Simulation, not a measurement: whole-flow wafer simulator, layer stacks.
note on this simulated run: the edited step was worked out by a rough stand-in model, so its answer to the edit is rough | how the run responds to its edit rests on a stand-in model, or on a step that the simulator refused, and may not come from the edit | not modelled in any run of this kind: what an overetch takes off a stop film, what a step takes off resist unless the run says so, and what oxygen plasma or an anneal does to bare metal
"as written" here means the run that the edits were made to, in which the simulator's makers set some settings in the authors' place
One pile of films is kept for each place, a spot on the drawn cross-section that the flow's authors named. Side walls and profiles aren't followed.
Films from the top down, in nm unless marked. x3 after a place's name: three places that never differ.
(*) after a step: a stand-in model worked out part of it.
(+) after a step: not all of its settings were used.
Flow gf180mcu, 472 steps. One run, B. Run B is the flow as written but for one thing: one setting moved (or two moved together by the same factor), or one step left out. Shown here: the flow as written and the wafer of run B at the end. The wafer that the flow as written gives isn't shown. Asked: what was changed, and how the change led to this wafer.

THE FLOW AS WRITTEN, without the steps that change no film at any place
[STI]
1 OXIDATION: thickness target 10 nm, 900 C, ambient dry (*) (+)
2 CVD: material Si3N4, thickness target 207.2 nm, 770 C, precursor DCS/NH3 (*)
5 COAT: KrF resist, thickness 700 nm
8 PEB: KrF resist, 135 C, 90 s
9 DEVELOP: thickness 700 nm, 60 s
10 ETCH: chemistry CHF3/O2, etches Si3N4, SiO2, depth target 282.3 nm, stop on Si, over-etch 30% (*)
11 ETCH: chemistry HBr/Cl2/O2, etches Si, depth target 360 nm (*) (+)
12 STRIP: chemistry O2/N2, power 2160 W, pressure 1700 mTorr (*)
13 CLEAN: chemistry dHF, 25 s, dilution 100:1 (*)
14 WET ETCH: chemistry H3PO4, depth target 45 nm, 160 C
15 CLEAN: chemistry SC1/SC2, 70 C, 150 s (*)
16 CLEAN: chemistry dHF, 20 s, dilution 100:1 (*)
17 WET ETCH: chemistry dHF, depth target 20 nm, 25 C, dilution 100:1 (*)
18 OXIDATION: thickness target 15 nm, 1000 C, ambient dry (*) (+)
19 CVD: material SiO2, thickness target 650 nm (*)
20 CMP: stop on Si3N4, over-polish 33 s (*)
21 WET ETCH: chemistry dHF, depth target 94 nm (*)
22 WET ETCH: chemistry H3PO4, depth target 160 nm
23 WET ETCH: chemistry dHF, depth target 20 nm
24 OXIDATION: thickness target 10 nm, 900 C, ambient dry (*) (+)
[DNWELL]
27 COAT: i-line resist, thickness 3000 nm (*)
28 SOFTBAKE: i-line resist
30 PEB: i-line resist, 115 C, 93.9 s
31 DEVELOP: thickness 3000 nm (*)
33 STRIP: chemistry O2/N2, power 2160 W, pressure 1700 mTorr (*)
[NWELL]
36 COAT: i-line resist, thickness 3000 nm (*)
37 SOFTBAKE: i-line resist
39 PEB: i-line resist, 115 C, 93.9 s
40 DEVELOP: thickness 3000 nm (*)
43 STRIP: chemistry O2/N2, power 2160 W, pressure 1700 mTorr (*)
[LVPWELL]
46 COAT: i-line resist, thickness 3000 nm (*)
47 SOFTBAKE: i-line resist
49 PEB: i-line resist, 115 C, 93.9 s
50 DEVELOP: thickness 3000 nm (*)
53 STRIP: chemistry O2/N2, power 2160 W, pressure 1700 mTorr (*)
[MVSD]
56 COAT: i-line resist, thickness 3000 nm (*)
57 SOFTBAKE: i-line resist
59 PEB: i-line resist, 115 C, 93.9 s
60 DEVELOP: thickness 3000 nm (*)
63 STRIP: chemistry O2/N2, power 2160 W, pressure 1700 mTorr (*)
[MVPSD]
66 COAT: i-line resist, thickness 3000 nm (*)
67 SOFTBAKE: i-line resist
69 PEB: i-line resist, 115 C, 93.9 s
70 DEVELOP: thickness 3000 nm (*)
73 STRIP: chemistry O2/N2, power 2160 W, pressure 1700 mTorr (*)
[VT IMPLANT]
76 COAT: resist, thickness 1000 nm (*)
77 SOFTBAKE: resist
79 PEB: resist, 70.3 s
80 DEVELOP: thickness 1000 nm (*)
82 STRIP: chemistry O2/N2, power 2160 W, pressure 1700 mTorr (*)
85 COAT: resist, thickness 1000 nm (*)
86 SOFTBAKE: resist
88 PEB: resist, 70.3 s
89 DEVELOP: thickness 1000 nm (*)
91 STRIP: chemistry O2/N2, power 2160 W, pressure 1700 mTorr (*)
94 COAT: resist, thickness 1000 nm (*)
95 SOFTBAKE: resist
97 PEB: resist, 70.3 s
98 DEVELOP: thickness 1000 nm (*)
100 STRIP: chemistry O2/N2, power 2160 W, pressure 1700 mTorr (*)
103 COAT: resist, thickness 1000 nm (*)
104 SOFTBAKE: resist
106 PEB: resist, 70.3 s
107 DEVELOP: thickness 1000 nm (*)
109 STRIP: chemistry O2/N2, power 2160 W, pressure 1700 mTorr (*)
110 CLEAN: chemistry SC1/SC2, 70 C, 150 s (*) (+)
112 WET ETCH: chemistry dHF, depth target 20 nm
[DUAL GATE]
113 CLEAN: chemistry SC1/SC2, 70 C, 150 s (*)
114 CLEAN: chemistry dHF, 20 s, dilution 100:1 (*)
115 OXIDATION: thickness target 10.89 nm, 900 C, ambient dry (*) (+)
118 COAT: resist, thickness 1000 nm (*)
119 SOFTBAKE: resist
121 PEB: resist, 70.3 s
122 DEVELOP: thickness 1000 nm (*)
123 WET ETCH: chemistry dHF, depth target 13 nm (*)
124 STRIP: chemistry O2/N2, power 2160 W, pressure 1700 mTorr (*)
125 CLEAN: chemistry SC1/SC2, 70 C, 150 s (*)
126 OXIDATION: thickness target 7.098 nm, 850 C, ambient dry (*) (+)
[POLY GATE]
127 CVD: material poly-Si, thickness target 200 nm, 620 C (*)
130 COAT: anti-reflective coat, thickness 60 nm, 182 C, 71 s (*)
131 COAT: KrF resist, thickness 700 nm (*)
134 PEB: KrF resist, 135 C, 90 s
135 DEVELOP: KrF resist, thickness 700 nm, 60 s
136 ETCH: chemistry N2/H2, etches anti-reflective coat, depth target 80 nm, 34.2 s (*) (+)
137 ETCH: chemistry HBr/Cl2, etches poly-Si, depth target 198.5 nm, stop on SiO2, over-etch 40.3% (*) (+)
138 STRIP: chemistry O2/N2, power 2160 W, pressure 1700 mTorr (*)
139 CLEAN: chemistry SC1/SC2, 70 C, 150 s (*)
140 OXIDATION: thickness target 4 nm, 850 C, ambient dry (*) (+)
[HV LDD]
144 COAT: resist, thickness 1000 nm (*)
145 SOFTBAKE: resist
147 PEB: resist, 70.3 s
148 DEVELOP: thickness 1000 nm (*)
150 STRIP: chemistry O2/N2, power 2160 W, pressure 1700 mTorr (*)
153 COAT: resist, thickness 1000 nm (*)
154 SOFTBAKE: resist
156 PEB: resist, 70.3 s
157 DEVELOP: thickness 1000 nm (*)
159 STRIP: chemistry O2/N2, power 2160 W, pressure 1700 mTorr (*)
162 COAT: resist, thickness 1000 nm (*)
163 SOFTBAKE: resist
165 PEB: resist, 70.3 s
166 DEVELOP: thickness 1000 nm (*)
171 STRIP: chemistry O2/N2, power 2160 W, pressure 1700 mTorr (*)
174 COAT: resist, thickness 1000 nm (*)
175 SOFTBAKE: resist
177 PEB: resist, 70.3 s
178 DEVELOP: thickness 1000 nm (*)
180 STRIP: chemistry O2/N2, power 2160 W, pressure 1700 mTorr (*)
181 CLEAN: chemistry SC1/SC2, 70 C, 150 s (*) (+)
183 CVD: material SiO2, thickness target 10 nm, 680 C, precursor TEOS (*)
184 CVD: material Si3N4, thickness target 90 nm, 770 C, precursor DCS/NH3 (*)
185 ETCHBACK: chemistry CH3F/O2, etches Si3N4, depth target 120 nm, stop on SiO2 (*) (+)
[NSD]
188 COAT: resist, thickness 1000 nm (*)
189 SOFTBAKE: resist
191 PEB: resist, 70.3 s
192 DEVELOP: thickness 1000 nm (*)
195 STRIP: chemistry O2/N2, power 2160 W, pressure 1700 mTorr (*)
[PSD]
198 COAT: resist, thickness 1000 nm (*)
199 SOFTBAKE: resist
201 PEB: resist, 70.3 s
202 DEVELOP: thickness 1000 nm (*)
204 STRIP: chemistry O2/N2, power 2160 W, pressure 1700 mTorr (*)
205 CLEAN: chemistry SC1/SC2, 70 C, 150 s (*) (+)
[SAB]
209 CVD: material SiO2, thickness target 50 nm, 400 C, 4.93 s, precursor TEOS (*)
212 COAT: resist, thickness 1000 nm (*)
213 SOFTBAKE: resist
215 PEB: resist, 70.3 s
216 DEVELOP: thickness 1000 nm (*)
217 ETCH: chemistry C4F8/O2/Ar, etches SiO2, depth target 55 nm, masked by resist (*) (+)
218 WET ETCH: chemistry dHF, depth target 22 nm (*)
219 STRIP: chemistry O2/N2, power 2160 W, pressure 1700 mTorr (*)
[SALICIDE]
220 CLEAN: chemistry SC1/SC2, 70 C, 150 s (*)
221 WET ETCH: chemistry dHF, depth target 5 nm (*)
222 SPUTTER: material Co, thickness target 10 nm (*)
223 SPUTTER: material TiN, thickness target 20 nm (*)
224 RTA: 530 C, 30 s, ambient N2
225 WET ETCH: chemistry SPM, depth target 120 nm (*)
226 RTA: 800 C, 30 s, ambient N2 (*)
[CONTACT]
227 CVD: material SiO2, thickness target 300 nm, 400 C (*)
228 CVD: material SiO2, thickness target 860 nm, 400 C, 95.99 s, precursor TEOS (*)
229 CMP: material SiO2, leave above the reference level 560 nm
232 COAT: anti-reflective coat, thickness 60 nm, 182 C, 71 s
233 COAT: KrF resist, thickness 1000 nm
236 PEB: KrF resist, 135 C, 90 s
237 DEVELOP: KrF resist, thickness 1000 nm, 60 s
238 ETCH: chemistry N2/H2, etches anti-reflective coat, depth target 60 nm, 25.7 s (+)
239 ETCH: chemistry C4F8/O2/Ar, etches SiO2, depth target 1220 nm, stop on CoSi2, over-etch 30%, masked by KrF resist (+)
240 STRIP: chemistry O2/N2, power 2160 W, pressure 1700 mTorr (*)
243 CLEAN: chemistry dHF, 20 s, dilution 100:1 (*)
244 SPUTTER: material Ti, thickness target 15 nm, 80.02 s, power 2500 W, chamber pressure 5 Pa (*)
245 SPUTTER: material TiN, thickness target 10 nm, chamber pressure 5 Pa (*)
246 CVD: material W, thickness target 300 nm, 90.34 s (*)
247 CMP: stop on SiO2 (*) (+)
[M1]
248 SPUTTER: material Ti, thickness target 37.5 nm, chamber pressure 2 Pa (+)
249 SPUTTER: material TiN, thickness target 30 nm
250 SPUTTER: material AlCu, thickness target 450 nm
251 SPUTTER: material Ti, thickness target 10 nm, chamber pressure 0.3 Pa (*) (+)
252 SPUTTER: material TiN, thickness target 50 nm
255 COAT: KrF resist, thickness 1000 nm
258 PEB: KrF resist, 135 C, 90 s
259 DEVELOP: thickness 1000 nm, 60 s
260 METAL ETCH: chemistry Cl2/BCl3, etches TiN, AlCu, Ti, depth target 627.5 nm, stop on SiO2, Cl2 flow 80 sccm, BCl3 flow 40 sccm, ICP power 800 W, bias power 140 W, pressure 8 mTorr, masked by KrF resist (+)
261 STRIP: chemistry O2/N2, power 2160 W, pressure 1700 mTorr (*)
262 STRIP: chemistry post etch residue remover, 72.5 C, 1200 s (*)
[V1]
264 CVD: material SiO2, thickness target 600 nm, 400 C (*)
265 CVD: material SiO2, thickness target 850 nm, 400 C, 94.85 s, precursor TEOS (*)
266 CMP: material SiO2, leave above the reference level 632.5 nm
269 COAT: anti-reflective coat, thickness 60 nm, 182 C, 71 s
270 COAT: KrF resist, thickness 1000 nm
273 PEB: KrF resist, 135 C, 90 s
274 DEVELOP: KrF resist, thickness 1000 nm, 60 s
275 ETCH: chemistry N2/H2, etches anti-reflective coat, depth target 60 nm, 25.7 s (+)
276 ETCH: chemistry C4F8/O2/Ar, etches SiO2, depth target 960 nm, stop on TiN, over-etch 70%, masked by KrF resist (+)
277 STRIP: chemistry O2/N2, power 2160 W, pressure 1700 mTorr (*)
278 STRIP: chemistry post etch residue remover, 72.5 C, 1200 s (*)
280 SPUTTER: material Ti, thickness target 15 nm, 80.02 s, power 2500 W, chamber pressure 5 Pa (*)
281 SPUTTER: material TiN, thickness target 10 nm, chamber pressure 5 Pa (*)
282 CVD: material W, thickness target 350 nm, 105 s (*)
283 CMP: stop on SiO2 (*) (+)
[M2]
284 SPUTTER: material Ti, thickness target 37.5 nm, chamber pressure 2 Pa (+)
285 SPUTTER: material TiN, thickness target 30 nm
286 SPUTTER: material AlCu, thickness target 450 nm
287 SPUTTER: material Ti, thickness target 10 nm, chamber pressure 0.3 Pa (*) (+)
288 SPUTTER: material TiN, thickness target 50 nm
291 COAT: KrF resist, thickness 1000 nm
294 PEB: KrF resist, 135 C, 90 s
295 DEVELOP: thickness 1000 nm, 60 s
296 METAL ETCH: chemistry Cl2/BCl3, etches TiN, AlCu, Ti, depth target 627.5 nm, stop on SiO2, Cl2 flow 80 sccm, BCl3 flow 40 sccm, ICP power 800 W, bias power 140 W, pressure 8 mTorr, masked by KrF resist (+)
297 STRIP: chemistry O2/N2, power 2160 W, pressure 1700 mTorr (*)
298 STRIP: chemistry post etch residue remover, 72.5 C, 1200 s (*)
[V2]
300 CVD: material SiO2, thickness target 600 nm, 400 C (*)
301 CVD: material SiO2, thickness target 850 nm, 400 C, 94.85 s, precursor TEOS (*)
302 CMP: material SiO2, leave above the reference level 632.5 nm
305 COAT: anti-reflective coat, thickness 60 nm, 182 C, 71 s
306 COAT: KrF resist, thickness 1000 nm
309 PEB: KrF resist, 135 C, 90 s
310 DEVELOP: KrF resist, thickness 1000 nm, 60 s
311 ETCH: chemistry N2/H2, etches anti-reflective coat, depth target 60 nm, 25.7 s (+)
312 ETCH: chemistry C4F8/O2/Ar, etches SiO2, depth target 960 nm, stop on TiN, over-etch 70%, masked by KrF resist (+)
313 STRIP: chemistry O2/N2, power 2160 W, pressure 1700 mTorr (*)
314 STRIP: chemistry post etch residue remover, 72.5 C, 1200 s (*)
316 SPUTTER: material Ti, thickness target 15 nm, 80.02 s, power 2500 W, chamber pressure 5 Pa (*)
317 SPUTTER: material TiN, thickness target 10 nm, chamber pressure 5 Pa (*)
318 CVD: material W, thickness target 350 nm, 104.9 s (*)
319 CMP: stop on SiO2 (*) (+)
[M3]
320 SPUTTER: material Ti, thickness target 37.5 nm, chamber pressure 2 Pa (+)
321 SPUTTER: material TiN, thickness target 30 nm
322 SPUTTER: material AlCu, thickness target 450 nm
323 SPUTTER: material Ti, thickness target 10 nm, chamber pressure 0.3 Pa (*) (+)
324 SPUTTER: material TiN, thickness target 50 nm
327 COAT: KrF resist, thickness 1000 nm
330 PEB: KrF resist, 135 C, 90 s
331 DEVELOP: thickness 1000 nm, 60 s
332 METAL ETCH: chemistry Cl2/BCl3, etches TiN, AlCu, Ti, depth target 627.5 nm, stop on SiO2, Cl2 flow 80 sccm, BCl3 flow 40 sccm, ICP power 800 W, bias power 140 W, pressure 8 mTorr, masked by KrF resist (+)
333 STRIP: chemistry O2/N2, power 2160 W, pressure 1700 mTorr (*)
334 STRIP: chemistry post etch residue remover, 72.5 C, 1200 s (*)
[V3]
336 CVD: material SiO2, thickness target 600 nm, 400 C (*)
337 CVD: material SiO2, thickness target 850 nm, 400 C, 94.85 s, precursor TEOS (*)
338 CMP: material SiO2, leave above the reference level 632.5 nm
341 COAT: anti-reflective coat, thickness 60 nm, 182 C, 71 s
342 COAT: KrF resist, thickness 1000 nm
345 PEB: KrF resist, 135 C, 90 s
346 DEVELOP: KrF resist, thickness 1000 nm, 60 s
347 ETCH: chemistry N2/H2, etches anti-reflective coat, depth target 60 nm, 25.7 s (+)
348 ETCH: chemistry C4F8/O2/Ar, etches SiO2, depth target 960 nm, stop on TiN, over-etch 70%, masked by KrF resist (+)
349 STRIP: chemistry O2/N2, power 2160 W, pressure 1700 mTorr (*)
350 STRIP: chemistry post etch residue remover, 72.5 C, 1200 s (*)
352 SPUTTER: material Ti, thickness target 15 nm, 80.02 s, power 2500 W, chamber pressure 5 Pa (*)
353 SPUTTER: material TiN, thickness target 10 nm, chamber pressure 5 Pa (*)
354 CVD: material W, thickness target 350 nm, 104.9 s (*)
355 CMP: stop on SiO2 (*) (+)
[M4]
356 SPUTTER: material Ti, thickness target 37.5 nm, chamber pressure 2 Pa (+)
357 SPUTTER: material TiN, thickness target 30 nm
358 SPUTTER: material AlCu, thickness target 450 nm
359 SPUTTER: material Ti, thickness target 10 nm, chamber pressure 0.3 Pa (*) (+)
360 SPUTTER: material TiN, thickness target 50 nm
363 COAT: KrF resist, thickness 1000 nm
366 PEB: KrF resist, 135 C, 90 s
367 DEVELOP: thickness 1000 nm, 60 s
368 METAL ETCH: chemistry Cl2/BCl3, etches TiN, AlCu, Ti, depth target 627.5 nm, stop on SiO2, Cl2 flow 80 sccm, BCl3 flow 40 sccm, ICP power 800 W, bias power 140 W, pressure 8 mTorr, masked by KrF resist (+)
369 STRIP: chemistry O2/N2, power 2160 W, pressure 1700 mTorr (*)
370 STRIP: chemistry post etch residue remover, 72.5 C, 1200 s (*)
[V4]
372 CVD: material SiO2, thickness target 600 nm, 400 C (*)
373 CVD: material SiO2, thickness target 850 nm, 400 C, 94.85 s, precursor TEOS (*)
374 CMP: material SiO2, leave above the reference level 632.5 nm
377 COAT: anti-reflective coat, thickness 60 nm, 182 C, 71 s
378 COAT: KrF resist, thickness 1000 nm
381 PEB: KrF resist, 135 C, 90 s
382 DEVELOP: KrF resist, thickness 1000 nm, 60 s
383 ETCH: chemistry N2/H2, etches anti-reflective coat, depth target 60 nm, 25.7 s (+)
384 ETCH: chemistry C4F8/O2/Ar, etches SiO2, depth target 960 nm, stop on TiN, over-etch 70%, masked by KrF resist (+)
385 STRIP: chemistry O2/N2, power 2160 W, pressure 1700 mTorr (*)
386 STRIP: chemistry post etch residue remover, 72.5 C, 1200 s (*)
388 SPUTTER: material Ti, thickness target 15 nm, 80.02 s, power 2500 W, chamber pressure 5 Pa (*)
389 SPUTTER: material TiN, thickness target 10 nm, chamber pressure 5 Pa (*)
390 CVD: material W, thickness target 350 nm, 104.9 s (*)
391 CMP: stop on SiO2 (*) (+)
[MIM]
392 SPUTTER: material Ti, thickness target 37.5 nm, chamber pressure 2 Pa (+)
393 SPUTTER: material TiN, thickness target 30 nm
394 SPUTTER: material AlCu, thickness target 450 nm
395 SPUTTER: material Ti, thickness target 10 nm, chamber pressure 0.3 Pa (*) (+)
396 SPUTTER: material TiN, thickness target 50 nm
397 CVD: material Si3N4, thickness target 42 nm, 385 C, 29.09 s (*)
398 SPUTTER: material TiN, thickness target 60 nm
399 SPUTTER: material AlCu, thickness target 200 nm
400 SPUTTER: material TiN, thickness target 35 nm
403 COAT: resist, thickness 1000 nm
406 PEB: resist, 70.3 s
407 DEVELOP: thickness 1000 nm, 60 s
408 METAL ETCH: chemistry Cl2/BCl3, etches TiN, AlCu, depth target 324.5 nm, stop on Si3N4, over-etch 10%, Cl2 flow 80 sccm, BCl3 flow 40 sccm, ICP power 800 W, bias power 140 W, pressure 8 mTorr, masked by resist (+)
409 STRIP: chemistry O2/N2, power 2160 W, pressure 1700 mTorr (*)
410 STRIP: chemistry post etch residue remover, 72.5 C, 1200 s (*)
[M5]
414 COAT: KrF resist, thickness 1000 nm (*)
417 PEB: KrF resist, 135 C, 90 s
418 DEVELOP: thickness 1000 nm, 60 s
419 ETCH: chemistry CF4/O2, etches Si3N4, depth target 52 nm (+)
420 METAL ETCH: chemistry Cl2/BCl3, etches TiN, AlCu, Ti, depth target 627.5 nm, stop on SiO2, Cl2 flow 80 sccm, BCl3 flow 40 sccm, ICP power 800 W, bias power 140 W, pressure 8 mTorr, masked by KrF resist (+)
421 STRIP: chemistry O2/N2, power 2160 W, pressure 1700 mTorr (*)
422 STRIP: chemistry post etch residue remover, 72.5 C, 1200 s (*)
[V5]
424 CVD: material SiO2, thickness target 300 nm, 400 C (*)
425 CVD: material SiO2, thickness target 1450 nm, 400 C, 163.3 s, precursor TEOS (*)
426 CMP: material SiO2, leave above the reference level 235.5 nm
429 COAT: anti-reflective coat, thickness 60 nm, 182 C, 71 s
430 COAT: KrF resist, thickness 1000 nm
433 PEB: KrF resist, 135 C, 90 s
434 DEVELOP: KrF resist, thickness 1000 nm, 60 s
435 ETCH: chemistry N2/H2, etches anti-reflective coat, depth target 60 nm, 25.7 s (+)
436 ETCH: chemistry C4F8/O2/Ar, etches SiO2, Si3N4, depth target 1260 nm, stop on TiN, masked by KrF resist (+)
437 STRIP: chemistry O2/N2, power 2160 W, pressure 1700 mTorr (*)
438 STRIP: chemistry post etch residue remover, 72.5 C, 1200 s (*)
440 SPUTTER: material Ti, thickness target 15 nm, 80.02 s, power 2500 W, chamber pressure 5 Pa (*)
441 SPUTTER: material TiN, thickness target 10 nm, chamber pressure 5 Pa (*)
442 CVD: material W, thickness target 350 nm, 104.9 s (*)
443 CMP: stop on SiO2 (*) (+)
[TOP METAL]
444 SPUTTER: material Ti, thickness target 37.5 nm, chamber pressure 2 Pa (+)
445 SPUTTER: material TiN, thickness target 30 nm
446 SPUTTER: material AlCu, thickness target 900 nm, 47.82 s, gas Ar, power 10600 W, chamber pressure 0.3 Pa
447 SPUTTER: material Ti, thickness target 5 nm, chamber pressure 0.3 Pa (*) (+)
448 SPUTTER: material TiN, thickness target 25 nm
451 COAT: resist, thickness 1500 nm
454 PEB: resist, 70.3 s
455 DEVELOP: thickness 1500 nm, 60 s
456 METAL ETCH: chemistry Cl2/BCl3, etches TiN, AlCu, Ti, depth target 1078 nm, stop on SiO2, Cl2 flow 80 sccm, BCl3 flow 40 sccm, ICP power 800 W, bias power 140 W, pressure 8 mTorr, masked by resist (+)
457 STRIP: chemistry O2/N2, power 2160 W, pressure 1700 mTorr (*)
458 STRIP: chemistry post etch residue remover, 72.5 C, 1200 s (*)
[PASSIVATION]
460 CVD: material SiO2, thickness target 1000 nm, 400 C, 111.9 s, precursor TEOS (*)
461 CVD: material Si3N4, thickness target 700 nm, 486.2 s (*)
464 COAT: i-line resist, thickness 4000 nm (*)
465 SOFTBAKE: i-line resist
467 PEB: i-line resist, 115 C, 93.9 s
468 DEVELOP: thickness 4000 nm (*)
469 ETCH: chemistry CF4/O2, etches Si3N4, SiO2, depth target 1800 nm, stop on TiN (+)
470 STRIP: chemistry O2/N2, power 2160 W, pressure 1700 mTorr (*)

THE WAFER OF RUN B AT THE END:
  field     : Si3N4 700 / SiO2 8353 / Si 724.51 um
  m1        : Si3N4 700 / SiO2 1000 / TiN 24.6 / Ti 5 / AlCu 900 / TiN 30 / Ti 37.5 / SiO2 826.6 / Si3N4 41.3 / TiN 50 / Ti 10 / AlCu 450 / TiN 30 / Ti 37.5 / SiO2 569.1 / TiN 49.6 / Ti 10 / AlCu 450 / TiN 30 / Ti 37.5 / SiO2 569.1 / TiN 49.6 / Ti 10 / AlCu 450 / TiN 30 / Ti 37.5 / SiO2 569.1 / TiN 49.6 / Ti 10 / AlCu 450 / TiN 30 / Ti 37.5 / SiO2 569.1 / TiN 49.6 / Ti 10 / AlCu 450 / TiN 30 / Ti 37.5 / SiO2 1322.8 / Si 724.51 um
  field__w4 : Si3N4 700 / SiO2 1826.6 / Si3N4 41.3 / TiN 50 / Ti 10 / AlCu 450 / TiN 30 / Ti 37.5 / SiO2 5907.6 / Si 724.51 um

The cause: step 11, ETCH: depth target 486 nm was run, where the flow has depth target 360 nm.

How the change led to this, step by step:
  11 ETCH: chemistry HBr/Cl2/O2, etches Si, depth target 360 nm (*) (+)
      active, n_well, p_well and 40 more: KrF resist -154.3 (as written it would be: KrF resist -112.3)
      field, field_sub, sti and 34 more: Si -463 (as written it would be: Si -337)
  12 STRIP: chemistry O2/N2, power 2160 W, pressure 1700 mTorr (*)
      active, n_well, p_well and 40 more: KrF resist -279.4 (all of it) (as written it would be: KrF resist -321.4 (all of it))
  19 CVD: material SiO2, thickness target 650 nm (*)
      m1, ld_fp_n, ld_drift_n and 8 more: SiO2 +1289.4 (as written it would be: SiO2 +1163.4)
  20 CMP: stop on Si3N4, over-polish 33 s (*)
      sti, mim_1p0, pad and 11 more: SiO2 -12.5 (as written it would be: SiO2 -138.5)
      nw_enc_fld, nw_enc_fld_lv: SiO2 -16.5 (as written it would be: SiO2 -142.5)
      (and at 10 more places)
  189 SOFTBAKE: resist
      active_hv: resist -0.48 (as written it would be: resist +2.68)
  199 SOFTBAKE: resist
      active_hv: resist -0.48 (as written it would be: resist +2.68)
  223 SPUTTER: material TiN, thickness target 20 nm (*)
      field__w12: TiN +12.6 (new film) (as written it would be: TiN +12 (new film))
  225 WET ETCH: chemistry SPM, depth target 120 nm (*)
      field__w12: TiN -12.6 (all of it), Co -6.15 (all of it) (as written it would be: TiN -12 (all of it), Co -6.15 (all of it))
